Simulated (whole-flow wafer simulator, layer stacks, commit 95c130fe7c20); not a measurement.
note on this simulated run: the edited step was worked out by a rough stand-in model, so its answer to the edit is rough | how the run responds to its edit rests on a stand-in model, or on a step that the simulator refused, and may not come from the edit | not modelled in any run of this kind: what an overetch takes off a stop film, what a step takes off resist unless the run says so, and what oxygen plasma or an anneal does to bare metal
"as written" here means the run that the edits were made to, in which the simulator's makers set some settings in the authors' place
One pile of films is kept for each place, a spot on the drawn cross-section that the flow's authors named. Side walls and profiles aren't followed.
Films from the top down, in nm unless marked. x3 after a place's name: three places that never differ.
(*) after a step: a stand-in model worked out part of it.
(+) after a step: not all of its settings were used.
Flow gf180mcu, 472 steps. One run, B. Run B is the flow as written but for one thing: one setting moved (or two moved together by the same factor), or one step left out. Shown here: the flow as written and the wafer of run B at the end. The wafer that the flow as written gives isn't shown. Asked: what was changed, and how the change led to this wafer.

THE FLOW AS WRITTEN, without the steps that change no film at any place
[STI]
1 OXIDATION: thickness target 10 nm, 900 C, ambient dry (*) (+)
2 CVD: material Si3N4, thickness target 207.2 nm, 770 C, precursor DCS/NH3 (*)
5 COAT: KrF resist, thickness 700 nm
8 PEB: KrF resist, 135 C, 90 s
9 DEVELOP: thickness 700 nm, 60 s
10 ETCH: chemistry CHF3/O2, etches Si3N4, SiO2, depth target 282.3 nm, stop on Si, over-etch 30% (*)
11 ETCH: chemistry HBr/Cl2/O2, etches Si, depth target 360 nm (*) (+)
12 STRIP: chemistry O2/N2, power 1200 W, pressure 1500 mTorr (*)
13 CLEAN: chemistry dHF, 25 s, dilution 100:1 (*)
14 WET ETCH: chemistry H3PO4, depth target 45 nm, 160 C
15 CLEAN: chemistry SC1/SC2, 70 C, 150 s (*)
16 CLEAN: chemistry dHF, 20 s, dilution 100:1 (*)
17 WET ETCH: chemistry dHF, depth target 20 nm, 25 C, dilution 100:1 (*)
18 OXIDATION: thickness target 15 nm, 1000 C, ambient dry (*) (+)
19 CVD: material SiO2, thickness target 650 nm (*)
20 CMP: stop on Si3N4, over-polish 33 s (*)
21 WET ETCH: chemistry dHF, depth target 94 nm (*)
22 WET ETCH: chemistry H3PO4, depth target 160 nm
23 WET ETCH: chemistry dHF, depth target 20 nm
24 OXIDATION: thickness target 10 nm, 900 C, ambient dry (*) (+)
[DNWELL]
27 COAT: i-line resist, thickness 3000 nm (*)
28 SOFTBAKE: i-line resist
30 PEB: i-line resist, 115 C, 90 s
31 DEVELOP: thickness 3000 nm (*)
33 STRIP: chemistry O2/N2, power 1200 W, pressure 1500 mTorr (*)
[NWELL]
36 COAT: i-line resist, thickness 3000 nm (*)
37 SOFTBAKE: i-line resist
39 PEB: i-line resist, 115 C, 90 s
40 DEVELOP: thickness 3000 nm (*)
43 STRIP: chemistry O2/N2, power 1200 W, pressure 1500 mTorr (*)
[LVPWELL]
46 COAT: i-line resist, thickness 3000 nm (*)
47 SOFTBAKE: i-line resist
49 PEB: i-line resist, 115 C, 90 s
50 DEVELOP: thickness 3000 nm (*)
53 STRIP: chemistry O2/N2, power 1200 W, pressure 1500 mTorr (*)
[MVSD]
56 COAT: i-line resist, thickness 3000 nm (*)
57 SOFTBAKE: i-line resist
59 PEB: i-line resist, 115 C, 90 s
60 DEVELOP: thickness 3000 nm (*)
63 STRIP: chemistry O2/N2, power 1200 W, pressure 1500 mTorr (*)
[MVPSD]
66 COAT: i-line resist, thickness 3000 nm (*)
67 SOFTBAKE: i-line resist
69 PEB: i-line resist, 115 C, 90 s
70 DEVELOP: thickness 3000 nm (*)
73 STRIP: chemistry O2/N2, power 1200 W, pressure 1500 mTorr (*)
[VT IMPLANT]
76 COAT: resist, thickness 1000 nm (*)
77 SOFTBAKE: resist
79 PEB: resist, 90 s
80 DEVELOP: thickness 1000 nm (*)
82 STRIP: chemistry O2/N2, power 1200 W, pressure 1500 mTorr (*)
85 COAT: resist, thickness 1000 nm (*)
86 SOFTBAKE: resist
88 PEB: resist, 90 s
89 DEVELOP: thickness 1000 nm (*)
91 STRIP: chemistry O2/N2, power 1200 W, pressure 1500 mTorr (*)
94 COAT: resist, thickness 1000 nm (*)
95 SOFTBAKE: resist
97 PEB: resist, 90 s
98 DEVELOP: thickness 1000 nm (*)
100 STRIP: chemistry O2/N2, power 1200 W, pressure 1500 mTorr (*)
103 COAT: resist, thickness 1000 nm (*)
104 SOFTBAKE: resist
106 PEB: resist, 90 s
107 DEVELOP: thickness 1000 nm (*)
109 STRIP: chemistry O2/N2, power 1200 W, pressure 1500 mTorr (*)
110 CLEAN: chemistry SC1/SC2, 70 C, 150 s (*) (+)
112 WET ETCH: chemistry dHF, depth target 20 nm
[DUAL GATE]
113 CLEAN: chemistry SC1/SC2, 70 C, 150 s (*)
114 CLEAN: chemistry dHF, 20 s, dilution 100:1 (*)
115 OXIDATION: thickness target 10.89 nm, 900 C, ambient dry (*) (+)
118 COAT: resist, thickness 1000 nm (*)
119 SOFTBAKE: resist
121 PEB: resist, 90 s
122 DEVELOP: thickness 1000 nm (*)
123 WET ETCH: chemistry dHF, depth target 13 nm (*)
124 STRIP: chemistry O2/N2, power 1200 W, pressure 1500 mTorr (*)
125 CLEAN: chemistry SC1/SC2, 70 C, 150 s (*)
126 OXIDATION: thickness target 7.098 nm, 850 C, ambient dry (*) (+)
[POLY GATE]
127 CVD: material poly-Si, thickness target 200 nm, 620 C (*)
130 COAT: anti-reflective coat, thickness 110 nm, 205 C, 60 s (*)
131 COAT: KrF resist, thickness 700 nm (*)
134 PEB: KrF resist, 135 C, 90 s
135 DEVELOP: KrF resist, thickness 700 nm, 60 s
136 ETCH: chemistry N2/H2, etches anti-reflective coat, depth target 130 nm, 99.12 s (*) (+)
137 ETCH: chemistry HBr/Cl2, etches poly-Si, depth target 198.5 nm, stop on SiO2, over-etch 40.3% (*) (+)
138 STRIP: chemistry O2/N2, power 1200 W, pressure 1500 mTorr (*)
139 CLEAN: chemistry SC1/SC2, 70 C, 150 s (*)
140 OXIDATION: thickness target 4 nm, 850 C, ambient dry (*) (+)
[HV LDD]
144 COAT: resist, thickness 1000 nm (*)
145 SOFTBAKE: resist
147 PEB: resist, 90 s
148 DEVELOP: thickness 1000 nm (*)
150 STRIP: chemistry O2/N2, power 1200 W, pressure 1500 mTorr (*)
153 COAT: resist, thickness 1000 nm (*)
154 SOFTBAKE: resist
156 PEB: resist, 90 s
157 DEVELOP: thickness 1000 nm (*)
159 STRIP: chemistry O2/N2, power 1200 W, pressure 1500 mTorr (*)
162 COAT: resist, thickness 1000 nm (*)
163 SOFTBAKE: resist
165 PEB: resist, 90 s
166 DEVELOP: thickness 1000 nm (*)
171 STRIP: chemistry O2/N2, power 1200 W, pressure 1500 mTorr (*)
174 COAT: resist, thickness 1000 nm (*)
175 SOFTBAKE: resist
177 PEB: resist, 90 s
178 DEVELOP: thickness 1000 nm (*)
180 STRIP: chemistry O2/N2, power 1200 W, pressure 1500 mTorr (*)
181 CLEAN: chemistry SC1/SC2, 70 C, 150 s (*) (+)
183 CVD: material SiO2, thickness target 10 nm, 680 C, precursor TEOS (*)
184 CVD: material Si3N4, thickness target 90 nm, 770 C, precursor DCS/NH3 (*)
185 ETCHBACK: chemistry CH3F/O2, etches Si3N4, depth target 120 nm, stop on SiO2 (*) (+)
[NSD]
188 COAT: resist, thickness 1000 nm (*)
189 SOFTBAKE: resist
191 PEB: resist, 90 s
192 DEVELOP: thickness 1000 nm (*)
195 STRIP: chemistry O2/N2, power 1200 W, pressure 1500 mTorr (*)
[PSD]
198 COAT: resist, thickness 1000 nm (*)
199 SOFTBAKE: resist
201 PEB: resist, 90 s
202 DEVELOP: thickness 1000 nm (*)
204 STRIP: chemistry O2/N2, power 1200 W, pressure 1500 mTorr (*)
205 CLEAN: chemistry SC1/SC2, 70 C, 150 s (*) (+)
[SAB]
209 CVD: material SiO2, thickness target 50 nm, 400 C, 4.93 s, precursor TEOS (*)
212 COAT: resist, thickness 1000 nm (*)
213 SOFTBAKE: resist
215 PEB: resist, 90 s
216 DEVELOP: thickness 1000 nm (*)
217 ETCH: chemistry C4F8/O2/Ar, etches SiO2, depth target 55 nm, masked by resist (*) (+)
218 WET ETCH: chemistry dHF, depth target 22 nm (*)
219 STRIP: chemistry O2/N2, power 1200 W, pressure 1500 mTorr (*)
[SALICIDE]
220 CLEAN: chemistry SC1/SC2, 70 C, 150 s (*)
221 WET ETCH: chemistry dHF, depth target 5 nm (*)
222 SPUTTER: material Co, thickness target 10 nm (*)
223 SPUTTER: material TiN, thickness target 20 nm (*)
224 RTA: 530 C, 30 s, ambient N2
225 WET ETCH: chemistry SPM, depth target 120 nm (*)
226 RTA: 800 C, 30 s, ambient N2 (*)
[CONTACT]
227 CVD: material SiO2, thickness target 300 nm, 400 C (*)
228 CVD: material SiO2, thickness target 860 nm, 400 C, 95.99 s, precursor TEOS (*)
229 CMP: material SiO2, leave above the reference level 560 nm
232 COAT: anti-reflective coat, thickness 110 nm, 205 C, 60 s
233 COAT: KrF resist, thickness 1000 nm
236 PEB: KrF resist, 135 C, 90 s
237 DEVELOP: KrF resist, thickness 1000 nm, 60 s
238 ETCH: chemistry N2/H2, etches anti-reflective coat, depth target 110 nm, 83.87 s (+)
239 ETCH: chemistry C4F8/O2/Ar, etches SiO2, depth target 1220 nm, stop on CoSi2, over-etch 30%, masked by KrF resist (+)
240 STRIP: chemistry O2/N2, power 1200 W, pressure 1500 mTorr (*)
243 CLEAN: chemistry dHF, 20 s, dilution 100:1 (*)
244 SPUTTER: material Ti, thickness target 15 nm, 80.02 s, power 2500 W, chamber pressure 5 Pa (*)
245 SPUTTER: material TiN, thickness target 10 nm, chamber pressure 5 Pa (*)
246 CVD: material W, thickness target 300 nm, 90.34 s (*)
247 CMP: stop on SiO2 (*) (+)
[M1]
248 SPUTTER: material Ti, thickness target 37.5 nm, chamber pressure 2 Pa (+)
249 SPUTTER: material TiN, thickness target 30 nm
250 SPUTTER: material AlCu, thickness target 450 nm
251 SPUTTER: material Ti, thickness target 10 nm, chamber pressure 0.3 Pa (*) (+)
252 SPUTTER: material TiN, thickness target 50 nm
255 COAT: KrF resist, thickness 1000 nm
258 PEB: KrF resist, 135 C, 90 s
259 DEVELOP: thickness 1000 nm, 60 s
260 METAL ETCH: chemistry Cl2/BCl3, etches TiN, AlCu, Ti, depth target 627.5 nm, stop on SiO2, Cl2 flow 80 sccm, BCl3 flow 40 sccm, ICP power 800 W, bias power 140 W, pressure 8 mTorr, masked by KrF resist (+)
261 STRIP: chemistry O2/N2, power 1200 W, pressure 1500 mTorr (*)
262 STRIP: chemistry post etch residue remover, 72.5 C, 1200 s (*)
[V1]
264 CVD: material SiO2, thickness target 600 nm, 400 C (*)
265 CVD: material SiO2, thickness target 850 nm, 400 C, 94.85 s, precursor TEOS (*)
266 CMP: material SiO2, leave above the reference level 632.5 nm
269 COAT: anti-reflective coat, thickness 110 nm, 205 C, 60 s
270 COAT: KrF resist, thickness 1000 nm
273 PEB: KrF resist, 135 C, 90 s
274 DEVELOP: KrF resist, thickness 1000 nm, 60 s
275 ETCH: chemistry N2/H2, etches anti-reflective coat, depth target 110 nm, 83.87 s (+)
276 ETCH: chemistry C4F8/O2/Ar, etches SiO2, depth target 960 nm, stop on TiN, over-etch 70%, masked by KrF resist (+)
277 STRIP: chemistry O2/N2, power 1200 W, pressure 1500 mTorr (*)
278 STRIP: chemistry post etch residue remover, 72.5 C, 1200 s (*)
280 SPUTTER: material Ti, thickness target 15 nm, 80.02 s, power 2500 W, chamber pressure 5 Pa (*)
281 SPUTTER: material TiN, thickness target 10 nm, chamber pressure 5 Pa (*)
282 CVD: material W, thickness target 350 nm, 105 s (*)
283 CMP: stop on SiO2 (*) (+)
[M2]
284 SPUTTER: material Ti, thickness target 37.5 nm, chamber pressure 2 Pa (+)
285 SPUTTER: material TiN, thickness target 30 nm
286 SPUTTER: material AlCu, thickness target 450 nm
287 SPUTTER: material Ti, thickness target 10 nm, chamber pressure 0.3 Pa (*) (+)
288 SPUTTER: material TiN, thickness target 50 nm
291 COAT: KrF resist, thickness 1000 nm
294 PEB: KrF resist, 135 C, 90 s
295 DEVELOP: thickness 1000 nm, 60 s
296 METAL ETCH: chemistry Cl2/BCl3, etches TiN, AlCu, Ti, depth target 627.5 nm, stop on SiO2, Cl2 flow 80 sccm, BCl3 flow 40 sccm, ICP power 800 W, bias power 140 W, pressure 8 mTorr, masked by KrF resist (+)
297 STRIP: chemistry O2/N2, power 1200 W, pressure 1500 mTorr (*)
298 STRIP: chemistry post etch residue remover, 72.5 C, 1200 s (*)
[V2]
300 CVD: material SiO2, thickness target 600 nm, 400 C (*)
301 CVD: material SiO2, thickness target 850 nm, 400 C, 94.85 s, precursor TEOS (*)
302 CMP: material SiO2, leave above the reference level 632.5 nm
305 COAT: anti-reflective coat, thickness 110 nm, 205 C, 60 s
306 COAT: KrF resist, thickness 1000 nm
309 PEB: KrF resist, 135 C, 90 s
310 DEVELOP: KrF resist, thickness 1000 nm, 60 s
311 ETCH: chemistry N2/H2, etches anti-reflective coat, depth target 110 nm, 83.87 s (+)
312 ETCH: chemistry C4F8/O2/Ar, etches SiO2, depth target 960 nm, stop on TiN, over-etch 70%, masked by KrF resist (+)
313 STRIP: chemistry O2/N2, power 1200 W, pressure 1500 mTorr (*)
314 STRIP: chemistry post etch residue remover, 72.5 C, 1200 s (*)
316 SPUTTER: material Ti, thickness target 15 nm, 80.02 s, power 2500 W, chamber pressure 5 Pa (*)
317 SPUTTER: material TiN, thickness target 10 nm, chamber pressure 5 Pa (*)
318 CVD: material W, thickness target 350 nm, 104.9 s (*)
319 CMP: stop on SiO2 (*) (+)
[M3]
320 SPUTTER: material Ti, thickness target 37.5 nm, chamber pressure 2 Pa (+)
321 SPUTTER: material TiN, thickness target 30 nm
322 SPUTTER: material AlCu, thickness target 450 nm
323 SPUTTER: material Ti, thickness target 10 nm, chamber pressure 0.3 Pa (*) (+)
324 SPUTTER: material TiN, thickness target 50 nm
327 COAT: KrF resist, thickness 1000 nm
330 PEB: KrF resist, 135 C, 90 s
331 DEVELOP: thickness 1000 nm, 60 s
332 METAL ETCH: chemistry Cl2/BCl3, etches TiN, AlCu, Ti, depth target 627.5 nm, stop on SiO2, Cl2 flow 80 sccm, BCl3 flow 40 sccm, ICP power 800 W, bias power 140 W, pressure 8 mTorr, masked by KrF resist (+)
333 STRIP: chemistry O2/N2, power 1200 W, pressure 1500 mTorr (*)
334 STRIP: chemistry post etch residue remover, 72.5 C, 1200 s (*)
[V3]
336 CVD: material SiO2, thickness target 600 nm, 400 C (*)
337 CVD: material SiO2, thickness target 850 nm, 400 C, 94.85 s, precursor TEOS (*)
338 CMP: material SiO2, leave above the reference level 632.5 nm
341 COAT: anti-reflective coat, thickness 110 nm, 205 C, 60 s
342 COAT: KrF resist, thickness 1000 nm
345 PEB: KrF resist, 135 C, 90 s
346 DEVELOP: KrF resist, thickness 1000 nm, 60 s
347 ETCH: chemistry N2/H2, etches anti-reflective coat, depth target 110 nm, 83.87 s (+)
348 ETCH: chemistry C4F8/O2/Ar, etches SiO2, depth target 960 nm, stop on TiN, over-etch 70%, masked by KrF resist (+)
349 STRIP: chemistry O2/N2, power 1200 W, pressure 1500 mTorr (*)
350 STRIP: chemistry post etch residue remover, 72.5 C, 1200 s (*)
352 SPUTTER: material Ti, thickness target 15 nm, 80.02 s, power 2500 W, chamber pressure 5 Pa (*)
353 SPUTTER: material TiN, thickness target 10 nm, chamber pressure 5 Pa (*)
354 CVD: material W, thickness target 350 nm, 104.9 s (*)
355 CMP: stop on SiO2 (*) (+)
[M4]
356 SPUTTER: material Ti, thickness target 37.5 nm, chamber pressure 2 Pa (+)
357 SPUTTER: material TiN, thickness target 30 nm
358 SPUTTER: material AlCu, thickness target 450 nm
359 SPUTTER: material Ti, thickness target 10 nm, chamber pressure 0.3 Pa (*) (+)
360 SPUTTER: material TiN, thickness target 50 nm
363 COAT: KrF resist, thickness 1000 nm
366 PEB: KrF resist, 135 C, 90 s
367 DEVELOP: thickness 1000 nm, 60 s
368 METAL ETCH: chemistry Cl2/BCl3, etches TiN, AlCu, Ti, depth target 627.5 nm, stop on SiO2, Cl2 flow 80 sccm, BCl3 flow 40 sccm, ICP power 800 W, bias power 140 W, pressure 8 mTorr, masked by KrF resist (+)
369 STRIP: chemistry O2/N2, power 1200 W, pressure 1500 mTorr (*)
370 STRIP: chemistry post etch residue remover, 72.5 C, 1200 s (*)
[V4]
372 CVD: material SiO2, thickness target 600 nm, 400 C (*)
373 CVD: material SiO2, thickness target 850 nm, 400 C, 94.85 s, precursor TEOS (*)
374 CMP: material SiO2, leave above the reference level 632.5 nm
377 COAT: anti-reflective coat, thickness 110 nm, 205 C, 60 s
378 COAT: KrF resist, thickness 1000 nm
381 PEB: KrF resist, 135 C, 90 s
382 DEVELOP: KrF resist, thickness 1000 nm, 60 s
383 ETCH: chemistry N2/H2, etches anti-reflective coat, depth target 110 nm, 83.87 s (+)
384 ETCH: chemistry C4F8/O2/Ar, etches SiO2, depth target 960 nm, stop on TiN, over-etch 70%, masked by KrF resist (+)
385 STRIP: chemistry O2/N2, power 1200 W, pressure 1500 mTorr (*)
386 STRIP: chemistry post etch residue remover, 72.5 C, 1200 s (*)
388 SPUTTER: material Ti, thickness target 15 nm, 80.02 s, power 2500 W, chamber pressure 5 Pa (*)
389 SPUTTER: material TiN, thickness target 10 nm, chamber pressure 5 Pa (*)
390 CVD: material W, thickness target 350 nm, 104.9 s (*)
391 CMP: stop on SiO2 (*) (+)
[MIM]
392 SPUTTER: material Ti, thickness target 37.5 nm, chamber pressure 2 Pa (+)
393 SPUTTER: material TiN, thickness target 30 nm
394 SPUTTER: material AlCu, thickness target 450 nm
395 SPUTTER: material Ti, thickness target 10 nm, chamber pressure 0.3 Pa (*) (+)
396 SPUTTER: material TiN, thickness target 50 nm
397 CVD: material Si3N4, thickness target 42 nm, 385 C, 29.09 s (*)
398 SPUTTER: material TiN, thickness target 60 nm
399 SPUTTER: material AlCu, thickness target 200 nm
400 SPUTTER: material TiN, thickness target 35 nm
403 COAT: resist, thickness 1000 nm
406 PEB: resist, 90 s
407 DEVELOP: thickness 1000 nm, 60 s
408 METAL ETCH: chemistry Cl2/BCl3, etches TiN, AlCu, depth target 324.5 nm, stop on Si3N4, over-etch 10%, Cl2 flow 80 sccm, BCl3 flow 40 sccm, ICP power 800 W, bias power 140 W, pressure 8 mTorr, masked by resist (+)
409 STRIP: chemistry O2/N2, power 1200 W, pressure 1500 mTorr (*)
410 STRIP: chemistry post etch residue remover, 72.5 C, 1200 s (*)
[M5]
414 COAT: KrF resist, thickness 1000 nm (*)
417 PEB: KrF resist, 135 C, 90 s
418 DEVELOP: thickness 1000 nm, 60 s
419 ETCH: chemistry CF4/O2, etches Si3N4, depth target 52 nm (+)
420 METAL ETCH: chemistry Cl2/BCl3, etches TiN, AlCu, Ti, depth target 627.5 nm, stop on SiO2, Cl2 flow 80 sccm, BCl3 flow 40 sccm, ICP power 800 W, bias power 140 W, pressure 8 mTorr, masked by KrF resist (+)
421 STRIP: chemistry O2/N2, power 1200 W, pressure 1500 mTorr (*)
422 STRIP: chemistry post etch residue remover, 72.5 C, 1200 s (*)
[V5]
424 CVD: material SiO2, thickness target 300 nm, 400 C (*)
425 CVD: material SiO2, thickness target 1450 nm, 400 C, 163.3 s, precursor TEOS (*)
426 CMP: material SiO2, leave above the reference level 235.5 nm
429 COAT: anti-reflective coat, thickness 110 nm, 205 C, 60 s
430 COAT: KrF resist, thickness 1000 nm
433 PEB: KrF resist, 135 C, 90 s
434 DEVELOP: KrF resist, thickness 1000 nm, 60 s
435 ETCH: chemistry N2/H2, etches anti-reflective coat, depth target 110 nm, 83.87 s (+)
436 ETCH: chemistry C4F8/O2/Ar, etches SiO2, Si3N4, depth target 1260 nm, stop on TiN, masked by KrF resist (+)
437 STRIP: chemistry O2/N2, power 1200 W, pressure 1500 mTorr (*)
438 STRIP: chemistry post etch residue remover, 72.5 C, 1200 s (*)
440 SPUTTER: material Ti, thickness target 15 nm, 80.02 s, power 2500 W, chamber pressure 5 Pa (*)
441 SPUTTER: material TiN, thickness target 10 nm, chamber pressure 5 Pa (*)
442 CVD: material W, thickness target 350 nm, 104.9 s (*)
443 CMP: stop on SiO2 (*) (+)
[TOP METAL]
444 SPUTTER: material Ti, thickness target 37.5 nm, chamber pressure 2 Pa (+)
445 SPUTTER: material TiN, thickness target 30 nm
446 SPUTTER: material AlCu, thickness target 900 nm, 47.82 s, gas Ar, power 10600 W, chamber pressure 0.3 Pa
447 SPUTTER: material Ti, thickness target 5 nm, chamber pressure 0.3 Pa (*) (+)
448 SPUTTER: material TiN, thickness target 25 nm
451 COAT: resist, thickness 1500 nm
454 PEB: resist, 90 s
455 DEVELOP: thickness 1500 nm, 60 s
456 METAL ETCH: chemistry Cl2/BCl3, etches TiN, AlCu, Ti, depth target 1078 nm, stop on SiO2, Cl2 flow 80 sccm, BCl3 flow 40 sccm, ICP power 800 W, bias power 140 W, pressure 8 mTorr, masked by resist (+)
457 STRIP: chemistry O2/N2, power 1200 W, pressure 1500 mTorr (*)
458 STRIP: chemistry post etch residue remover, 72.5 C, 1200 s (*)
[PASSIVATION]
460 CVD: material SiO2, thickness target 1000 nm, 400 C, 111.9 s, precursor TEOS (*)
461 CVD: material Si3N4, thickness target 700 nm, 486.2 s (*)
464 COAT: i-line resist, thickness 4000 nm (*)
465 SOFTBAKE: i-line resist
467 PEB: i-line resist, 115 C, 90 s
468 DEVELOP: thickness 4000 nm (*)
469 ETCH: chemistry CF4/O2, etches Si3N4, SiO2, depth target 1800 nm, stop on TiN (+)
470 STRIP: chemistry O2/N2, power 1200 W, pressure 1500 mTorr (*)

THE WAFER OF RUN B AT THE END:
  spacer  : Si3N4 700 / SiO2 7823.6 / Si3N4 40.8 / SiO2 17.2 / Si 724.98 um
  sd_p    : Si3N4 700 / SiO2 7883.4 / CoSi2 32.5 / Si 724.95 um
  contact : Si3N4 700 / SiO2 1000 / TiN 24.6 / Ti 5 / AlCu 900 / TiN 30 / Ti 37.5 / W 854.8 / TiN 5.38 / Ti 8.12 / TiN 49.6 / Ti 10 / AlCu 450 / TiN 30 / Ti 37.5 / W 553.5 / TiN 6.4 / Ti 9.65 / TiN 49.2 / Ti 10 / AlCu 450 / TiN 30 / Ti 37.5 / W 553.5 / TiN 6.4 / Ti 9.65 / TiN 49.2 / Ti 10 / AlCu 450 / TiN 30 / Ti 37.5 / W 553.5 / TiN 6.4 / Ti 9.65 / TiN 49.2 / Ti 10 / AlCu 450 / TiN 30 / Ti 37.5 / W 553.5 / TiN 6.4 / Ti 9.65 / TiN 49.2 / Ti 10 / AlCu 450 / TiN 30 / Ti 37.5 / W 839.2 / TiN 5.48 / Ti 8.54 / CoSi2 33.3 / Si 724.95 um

The cause: step 184, CVD: thickness target 45 nm was run, where the flow has thickness target 90 nm.

How the change led to this, step by step:
  184 CVD: material Si3N4, thickness target 90 nm, 770 C, precursor DCS/NH3 (*)
      field, field__w1, field__w2 and 101 more: Si3N4 +45 (new film) (as written it would be: Si3N4 +90 (new film))
  185 ETCHBACK: chemistry CH3F/O2, etches Si3N4, depth target 120 nm, stop on SiO2 (*) (+)
      field, field__w1, field__w2 and 100 more: Si3N4 -45 (all of it), SiO2 -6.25 (as written it would be: Si3N4 -90 (all of it), SiO2 -2.5)
  188 COAT: resist, thickness 1000 nm (*)
      spacer: resist +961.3 (new film) (as written it would be: resist +920.3 (new film))
  189 SOFTBAKE: resist
      nw_sep_fld: resist -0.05 (as written it would be: resist +1.07)
  191 PEB: resist, 90 s
      spacer: resist -55 (as written it would be: resist -52.3)
  192 DEVELOP: thickness 1000 nm (*)
      spacer: resist -906.3 (all of it) (as written it would be: resist -868 (all of it))
  198 COAT: resist, thickness 1000 nm (*)
      spacer: resist +961.3 (new film) (as written it would be: resist +920.3 (new film))
  199 SOFTBAKE: resist
      nw_sep_fld: resist -0.05 (as written it would be: resist +1.07)
  201 PEB: resist, 90 s
      spacer: resist -55 (as written it would be: resist -52.3)
  204 STRIP: chemistry O2/N2, power 1200 W, pressure 1500 mTorr (*)
      spacer: resist -906.3 (all of it) (as written it would be: resist -868 (all of it))
  212 COAT: resist, thickness 1000 nm (*)
      spacer: resist +960.1 (new film) (as written it would be: resist +919.2 (new film))
  213 SOFTBAKE: resist
      field__w9: resist +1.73 (as written it would be: resist -1.07)
  215 PEB: resist, 90 s
      spacer: resist -54.9 (as written it would be: resist -52.3)
  216 DEVELOP: thickness 1000 nm (*)
      spacer: resist -905.2 (all of it) (as written it would be: resist -866.9 (all of it))
  218 WET ETCH: chemistry dHF, depth target 22 nm (*)
      gate, gate_hv, gate_p and 23 more: SiO2 -1.73 (all of it) (as written it would be: SiO2 -5.48 (all of it))
      active, p_well, sd_n, iso_ptap_pw, iso_ntap_nw, iso_ptap_sub, vpnp_e: SiO2 -5.26 (all of it) (as written it would be: SiO2 -9.01 (all of it))
      (and at 16 more places)
  222 SPUTTER: material Co, thickness target 10 nm (*)
      field__w2: Co +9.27 (new film) (as written it would be: Co +8.65 (new film))
      field__w3: Co +8.89 (new film) (as written it would be: Co +8.06 (new film))
      (and at 4 more places)
  ... 4 more steps ...
  229 CMP: material SiO2, leave above the reference level 560 nm
      spacer: SiO2 -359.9 (as written it would be: SiO2 -404.9)
      mim: SiO2 -216.8 (as written it would be: SiO2 -221.6)
